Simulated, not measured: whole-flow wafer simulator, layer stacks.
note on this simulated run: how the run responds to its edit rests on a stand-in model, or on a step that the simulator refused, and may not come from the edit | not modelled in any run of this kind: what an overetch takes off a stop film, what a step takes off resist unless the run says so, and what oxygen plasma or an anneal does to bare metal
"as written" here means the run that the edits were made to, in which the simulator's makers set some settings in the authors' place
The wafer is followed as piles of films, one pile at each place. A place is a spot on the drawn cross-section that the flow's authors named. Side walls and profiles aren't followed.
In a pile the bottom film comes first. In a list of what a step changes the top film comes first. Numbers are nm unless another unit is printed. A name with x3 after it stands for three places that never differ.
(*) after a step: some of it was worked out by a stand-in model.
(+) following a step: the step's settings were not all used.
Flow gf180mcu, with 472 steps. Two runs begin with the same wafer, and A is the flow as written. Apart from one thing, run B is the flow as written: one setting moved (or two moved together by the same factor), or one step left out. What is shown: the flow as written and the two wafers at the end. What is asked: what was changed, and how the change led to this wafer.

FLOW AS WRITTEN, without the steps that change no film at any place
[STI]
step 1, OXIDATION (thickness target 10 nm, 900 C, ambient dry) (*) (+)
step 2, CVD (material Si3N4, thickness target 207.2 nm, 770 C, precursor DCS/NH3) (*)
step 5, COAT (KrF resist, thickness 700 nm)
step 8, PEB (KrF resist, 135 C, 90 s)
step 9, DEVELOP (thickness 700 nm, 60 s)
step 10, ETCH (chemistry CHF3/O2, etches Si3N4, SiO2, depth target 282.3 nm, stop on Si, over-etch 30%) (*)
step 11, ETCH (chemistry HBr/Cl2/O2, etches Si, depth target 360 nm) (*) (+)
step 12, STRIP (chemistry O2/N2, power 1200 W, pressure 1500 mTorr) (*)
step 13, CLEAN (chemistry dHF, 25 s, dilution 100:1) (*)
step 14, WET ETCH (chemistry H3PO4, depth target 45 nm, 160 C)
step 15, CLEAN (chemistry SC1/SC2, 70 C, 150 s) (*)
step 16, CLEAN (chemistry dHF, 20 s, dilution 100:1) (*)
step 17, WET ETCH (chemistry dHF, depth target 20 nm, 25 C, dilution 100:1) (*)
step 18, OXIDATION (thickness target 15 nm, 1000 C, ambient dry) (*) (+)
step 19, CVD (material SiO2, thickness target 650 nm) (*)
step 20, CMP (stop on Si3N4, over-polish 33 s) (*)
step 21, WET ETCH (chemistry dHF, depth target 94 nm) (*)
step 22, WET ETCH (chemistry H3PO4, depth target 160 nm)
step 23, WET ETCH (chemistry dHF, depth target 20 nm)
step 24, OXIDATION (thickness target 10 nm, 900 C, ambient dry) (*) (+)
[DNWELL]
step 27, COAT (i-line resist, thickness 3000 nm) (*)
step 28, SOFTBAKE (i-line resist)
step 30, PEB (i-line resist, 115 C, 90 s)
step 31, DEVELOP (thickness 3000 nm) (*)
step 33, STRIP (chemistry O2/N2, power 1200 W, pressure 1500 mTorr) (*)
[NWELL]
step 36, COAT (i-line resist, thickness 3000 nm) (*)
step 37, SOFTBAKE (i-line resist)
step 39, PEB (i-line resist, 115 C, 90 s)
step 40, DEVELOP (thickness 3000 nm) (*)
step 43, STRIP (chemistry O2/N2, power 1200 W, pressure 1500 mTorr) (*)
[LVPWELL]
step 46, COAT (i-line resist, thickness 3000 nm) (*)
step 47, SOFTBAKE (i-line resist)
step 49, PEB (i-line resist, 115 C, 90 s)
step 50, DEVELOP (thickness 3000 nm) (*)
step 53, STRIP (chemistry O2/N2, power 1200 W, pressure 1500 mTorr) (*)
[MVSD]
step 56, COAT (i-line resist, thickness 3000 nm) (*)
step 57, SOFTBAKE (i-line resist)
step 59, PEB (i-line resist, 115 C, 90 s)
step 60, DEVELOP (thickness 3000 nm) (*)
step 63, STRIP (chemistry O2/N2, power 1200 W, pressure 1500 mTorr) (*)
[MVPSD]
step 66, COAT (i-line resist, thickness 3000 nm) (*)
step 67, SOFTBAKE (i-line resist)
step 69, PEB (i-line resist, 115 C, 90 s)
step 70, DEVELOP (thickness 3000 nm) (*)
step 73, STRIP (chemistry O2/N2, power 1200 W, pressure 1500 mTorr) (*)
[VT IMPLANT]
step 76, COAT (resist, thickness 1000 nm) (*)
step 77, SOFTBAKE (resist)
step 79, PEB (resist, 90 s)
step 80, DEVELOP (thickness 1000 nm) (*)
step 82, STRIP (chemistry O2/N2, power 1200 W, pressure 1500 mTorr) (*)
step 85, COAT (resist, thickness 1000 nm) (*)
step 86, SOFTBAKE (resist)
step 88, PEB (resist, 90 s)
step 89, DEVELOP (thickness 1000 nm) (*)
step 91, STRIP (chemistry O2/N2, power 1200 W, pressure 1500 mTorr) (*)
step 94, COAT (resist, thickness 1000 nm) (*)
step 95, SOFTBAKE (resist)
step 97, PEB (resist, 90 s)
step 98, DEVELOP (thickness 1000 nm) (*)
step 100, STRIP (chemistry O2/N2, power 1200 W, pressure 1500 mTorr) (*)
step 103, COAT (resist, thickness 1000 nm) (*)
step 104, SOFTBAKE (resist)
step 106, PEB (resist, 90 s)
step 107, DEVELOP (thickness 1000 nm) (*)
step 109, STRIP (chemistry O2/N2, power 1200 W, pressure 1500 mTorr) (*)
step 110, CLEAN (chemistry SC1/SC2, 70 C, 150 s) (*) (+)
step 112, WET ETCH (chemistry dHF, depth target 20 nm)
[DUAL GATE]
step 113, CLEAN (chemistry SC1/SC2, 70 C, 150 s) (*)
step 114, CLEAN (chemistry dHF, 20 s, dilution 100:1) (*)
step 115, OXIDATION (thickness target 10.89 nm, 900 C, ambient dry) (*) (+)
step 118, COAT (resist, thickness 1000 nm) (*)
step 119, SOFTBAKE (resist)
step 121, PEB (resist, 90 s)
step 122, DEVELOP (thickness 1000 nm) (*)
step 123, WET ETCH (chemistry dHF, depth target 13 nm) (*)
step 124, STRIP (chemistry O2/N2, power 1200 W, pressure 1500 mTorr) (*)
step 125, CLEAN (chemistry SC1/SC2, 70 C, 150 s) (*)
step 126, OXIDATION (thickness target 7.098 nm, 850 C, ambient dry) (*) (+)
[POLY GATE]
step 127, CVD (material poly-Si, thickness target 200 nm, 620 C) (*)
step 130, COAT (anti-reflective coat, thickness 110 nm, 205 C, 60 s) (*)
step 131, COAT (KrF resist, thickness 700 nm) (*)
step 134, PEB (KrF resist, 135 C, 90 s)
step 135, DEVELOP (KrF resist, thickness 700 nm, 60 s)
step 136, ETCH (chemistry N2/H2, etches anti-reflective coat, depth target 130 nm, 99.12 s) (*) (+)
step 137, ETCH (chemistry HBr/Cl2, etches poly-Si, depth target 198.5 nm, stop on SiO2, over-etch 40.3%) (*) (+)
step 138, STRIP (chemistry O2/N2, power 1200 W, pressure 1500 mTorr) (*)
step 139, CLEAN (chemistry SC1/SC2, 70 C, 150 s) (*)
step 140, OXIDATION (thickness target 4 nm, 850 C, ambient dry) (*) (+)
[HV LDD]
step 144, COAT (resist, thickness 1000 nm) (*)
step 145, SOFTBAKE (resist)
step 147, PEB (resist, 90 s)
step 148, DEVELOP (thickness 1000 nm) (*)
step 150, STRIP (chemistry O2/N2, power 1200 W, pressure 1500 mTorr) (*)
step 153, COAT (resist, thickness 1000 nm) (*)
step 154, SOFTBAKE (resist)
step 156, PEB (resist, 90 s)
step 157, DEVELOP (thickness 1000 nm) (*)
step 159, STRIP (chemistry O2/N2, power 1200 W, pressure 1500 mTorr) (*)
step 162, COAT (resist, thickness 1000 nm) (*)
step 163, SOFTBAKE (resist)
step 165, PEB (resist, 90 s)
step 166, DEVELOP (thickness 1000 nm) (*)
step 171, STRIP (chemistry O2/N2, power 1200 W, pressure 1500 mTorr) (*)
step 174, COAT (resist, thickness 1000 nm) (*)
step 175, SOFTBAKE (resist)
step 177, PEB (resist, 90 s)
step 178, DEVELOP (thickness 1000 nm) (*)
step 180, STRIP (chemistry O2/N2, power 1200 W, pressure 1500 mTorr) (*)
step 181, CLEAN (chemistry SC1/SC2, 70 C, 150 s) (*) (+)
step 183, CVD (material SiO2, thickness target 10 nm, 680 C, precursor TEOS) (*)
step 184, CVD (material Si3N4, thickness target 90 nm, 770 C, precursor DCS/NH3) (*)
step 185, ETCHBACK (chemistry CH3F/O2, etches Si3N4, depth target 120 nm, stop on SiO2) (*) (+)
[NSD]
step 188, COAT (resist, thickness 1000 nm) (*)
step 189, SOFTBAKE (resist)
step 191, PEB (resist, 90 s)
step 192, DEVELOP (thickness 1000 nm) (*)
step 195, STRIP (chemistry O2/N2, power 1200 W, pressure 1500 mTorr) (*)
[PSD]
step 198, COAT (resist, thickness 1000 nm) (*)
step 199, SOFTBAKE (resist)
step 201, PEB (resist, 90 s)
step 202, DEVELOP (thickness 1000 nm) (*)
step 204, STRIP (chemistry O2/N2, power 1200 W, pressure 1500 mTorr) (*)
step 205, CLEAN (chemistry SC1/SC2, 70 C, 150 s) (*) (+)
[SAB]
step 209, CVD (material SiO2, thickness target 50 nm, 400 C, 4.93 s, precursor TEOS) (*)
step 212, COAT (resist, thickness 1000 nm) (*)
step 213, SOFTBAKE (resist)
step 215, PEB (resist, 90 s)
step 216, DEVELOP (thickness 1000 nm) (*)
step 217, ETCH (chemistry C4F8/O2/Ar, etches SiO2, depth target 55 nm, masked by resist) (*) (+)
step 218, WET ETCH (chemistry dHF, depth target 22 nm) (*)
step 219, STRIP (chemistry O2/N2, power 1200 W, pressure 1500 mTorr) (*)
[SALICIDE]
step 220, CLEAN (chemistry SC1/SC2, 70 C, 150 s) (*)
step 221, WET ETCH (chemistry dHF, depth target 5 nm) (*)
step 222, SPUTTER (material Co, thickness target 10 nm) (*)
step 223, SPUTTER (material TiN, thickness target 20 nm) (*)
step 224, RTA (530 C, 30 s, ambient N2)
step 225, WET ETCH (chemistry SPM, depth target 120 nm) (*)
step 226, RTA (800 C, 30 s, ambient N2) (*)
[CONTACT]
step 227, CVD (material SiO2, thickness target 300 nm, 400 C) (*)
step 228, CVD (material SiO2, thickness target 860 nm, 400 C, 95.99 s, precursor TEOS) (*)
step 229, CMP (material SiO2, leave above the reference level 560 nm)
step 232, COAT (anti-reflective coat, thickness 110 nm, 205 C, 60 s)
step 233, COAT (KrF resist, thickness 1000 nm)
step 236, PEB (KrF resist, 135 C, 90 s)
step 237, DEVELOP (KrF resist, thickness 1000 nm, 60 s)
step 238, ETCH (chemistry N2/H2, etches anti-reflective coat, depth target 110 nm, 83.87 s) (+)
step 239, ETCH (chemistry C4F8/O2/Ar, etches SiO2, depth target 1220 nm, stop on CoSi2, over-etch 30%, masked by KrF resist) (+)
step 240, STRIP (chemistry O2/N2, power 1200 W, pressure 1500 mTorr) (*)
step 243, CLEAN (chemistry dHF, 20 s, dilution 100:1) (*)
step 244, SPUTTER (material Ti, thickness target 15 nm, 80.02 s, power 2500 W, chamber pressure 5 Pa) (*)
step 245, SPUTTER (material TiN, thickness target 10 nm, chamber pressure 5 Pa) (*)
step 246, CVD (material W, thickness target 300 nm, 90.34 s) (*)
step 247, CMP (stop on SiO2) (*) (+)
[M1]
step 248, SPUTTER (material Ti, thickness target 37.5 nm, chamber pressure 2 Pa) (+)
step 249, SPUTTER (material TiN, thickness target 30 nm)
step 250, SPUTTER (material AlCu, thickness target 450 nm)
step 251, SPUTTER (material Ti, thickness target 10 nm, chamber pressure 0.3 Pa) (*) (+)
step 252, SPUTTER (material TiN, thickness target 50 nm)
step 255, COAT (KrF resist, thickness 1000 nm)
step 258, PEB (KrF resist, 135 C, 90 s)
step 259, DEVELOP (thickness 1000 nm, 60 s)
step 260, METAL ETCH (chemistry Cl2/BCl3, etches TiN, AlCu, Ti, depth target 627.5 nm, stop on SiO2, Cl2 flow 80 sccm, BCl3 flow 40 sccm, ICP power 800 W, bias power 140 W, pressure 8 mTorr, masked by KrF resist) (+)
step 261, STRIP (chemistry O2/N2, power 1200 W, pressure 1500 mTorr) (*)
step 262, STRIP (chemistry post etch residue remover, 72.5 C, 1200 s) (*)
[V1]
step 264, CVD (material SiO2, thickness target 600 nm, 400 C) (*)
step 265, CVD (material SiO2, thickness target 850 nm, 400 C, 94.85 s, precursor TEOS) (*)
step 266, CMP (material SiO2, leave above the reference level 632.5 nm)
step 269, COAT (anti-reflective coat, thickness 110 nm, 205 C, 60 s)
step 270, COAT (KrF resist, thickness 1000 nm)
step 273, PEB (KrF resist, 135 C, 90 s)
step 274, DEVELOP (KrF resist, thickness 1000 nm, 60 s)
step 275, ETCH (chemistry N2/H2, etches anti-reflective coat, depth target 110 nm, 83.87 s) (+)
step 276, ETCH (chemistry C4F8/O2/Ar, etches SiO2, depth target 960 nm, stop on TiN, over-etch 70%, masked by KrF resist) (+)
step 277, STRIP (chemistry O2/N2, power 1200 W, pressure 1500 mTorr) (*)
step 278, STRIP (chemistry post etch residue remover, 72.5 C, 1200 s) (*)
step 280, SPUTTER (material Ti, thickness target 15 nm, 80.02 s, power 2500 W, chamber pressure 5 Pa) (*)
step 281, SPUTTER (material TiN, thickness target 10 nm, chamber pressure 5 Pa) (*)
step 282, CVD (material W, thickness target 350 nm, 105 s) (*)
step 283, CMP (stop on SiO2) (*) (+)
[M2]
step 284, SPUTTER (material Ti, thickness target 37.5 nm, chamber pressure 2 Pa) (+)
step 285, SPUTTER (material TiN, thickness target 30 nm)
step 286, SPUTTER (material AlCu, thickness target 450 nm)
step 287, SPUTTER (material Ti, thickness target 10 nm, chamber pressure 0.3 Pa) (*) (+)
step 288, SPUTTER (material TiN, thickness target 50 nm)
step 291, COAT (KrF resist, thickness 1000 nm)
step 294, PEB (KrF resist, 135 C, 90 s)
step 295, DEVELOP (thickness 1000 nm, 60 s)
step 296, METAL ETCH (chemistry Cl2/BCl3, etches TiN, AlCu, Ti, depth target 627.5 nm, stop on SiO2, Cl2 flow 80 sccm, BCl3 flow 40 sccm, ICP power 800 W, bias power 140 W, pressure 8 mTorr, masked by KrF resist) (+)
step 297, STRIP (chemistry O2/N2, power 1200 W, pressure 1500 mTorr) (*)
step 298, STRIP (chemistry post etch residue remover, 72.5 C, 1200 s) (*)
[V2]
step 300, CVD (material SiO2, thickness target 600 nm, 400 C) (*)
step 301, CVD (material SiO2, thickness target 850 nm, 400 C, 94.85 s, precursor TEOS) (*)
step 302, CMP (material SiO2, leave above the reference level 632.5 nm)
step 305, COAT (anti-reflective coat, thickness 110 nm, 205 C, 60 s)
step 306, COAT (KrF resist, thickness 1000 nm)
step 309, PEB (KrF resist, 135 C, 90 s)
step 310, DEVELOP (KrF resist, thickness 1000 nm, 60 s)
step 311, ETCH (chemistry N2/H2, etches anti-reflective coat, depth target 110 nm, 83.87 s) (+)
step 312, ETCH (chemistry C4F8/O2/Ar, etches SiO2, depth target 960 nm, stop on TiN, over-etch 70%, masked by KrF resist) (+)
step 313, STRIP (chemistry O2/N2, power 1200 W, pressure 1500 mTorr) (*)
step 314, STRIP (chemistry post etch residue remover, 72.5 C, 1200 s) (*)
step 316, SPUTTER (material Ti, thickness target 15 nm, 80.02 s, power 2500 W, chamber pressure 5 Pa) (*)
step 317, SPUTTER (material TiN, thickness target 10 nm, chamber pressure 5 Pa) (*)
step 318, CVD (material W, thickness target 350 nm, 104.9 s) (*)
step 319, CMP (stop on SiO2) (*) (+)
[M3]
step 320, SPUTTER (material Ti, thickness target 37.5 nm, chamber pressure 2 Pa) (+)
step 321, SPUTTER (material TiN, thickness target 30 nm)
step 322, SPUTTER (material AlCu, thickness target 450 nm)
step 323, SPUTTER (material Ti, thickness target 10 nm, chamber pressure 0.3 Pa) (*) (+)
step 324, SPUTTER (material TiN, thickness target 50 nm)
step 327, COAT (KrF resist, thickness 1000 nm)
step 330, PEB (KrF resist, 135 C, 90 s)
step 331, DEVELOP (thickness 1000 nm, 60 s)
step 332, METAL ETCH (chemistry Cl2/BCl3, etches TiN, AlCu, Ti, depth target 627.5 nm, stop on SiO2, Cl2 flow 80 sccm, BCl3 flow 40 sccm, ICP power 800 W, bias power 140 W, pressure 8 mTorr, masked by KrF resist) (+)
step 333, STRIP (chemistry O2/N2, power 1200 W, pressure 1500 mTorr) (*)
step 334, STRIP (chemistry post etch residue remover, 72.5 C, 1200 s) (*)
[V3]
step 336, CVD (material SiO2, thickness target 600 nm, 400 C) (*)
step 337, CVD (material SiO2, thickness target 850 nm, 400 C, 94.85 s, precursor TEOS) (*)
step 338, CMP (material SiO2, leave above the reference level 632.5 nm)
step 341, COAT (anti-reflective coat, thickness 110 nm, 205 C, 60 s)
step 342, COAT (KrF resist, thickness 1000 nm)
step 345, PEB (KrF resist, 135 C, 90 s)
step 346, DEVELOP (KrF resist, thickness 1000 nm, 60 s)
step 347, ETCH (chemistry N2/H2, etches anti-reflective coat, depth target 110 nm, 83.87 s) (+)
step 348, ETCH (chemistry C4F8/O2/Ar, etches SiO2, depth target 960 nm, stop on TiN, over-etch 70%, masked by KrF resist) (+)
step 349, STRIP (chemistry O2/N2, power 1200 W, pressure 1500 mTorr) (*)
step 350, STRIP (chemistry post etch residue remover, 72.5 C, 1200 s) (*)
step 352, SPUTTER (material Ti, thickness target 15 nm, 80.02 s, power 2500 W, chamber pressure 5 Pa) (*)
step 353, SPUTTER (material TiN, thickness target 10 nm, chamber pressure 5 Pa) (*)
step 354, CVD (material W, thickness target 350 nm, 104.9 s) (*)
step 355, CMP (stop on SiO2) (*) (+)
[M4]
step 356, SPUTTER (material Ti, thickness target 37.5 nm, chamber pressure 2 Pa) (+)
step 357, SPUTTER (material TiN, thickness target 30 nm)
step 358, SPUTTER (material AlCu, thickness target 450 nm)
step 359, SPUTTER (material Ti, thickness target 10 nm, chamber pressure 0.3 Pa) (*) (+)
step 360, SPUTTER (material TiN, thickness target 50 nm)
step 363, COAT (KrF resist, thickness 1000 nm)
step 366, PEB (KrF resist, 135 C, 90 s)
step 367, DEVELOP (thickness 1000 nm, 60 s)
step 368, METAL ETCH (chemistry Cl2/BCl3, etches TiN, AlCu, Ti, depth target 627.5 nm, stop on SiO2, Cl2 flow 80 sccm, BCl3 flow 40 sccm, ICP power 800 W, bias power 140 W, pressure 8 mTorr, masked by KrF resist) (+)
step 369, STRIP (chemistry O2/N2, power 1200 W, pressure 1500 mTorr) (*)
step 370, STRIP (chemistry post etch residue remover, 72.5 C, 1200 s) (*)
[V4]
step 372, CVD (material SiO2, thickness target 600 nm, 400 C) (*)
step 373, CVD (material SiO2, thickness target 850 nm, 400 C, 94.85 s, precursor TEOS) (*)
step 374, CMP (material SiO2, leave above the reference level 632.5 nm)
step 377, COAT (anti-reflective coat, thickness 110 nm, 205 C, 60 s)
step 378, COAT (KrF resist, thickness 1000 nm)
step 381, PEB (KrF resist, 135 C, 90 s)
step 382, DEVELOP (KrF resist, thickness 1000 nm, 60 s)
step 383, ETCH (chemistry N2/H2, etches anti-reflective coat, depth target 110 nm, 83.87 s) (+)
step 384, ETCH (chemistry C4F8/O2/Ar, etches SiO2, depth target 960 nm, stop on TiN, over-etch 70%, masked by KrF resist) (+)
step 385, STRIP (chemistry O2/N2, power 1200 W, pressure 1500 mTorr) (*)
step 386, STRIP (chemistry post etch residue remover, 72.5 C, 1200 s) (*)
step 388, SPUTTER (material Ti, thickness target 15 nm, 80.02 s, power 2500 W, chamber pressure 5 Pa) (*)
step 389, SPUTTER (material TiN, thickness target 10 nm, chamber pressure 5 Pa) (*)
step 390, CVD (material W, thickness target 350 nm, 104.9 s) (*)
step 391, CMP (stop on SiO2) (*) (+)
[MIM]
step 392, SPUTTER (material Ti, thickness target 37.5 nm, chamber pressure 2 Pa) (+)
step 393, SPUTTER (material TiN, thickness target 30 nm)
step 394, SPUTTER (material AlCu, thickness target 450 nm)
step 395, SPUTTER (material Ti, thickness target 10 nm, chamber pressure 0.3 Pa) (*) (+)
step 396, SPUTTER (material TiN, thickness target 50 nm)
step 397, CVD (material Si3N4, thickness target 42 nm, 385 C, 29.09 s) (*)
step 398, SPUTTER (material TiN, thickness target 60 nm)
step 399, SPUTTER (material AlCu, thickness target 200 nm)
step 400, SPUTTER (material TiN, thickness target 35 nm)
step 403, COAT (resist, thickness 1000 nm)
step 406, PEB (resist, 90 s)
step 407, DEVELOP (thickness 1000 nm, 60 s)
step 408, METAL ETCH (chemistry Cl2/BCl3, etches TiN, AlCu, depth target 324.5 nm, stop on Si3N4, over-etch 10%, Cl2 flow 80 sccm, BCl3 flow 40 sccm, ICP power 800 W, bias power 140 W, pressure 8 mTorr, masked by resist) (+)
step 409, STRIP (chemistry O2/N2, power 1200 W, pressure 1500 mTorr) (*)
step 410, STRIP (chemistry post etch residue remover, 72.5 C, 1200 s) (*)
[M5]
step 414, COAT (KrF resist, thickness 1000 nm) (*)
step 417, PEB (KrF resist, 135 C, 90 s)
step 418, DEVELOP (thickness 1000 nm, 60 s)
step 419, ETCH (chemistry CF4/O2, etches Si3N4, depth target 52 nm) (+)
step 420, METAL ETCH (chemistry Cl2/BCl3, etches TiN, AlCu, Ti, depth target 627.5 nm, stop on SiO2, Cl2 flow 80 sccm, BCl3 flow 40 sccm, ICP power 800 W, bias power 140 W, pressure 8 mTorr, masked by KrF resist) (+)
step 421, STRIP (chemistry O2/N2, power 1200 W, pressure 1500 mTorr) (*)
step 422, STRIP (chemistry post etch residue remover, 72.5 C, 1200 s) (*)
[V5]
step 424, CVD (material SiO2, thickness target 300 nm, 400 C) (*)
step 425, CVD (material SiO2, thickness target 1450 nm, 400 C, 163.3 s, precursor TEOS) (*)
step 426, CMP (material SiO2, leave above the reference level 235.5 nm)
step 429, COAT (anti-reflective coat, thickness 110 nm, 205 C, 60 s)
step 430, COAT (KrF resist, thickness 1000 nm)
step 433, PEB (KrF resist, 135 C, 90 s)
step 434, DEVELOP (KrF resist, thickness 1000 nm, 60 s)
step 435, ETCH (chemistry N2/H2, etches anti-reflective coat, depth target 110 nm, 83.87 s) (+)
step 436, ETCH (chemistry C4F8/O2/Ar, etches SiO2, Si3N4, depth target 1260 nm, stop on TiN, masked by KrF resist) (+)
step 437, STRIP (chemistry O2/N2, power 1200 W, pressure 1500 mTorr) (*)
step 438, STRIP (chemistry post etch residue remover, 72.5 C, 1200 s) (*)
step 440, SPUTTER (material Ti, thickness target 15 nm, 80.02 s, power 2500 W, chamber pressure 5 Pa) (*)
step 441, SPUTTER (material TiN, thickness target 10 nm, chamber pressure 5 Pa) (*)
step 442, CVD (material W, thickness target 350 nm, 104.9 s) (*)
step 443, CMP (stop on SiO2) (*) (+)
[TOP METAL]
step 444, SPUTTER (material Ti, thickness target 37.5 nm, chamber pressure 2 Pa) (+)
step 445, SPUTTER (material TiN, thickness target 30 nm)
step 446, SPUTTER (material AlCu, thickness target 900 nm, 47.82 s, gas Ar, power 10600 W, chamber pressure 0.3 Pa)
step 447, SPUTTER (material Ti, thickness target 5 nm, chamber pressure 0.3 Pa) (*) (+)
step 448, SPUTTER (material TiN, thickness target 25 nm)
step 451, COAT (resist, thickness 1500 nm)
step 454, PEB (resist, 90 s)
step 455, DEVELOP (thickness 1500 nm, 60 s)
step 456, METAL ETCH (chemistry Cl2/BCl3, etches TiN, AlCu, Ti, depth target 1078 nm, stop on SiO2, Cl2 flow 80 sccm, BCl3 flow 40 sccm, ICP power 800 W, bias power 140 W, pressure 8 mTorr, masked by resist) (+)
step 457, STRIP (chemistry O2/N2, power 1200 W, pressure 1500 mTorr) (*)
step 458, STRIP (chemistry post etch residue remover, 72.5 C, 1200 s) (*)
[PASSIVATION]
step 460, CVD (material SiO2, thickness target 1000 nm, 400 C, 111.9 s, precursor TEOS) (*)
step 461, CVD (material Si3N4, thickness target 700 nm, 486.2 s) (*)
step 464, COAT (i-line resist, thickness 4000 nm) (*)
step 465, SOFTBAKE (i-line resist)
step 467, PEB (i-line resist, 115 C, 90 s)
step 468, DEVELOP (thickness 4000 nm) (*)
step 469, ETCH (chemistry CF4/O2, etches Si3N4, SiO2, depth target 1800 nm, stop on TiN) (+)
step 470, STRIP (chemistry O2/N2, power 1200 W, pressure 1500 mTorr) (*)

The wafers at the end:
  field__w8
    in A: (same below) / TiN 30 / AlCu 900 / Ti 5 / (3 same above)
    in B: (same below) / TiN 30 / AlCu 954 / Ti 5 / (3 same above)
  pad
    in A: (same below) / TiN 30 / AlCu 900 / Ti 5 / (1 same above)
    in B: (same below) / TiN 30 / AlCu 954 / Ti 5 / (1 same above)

The reason: step 446, SPUTTER: thickness target 954 nm was run, though the flow has thickness target 900 nm.
The wafer lets one read it off: field__w8 has AlCu 954, and step 446 as written asks for 900 nm.

The path from the change to this, step by step:
  step 446, SPUTTER (material AlCu, thickness target 900 nm, 47.82 s, gas Ar, power 10600 W, chamber pressure 0.3 Pa)
      field, field__w1, field__w2 and 109 more: A +900 AlCu (new film) | B +954 AlCu (new film)
  step 456, METAL ETCH (chemistry Cl2/BCl3, etches TiN, AlCu, Ti, depth target 1078 nm, stop on SiO2, Cl2 flow 80 sccm, BCl3 flow 40 sccm, ICP power 800 W, bias power 140 W, pressure 8 mTorr, masked by resist) (+)
      field, field__w1, field__w2 and 103 more: A -25 TiN (all of it), -5 Ti (all of it), -900 AlCu (all of it), -30 TiN (all of it), -37.5 Ti (all of it) | B -25 TiN (all of it), -5 Ti (all of it), -954 AlCu (all of it), -30 TiN (all of it), -37.5 Ti (all of it)
  step 464, COAT (i-line resist, thickness 4000 nm) (*)
      contact: A +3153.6 i-line resist (new film) | B +3084.5 i-line resist (new film)
      m1: A +3158.3 i-line resist (new film) | B +3087 i-line resist (new film)
      (also at 1 further place)
  step 465, SOFTBAKE (i-line resist)
      field__w11, field__w13: A +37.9 i-line resist | B +33.9 i-line resist
      field: A -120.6 i-line resist | B -117.4 i-line resist
      (also at 66 further places)
  step 467, PEB (i-line resist, 115 C, 90 s)
      field__w8, m1__w1: A -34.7 i-line resist | B -33.8 i-line resist
      contact, m1: A -35.1 i-line resist | B -34.1 i-line resist
      (also at 2 further places)
  step 470, STRIP (chemistry O2/N2, power 1200 W, pressure 1500 mTorr) (*)
      field__w8: A -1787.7 i-line resist (all of it) | B -1735.6 i-line resist (all of it)
      contact: A -1811.2 i-line resist (all of it) | B -1751.7 i-line resist (all of it)
      (also at 3 further places)
